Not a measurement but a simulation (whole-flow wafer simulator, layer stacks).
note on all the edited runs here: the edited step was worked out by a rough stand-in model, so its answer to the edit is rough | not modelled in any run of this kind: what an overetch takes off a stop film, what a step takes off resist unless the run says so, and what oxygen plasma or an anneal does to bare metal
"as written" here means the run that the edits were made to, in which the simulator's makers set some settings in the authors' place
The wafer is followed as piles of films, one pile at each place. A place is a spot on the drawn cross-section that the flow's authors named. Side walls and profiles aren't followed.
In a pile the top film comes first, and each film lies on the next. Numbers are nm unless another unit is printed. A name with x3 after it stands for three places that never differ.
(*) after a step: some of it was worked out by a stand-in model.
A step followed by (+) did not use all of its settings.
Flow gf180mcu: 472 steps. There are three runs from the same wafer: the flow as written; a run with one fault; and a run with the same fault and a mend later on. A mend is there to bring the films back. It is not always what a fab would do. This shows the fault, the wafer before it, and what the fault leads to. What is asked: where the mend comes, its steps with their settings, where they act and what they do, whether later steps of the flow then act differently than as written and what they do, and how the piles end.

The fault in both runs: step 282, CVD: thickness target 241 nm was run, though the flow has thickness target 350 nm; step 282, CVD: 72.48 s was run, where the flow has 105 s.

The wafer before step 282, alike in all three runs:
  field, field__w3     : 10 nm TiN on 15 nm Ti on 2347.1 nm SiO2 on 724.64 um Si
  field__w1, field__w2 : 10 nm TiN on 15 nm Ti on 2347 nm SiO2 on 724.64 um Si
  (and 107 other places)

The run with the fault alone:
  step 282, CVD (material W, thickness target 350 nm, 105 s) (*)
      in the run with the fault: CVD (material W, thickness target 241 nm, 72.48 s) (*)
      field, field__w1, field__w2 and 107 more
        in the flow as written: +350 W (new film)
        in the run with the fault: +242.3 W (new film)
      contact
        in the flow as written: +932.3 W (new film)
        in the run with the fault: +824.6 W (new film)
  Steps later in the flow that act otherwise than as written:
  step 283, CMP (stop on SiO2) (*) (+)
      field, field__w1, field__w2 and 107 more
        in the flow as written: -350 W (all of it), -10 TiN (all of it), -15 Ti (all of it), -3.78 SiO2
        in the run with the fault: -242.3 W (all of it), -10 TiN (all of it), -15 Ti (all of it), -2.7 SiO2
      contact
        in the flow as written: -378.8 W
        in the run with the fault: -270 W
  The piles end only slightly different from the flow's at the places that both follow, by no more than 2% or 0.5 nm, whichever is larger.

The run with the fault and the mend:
  After step 282 comes the mend.
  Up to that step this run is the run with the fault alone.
  step 282a, CVD (material W, thickness target 109 nm, 32.72 s) (the flow's step 282, run once more with other settings)
      field, field__w1, field__w2 and 108 more
        +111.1 W
  Later steps of the flow that are run all act as written at every place that is followed, up to a difference of at most 2% or 0.5 nm, whichever is larger.
  The piles end only slightly different from the flow's at the places that both follow, by no more than 2% or 0.5 nm, whichever is larger.
